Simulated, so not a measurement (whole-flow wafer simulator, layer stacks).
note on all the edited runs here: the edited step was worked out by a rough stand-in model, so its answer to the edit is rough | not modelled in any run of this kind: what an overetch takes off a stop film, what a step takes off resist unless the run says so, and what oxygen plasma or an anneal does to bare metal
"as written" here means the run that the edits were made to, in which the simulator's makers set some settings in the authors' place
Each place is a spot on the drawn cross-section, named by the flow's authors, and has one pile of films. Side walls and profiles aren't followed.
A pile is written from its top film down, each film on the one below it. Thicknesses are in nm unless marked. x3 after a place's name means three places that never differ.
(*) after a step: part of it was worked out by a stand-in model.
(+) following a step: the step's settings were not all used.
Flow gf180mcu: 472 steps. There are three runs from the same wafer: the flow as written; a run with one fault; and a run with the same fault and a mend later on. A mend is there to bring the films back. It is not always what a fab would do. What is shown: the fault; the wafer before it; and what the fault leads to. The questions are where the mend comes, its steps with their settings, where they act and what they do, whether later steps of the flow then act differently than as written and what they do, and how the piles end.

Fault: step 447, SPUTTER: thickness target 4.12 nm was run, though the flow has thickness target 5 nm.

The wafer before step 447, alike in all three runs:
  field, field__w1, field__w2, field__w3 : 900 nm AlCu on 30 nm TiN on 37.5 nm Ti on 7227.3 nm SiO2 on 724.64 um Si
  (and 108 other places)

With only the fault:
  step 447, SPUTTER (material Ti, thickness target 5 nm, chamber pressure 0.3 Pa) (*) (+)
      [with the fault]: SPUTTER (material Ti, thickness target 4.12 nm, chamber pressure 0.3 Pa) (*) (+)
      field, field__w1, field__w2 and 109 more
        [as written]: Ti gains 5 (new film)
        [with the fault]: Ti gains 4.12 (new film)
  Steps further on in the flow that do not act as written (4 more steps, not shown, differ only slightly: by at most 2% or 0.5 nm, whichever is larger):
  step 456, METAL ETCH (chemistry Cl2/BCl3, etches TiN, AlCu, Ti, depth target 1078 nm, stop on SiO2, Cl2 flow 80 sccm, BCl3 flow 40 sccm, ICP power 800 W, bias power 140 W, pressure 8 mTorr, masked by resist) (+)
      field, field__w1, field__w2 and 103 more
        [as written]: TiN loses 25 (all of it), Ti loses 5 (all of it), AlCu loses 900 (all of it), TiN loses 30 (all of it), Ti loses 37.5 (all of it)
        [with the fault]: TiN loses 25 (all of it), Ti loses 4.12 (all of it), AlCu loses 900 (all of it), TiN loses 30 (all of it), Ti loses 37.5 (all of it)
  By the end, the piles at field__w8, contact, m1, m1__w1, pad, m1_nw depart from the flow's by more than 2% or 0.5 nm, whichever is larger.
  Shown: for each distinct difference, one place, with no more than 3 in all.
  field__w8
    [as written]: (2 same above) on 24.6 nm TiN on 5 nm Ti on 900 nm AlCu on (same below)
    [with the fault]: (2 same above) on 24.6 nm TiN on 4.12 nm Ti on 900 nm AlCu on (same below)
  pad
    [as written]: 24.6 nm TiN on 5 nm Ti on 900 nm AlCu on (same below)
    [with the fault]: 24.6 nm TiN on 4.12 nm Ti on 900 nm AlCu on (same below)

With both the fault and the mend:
  The mend follows step 447.
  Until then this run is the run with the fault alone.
  step 447a, SPUTTER (material Ti, thickness target 0.88 nm, chamber pressure 0.3 Pa) (*) (+) (a further turn of the flow's step 447, with different settings)
      field, field__w1, field__w2 and 109 more
        Ti gains 0.88
  None of the later steps of the flow acts differently than as written at any place that is followed.
  The piles end the same as the flow's at every place that both follow.
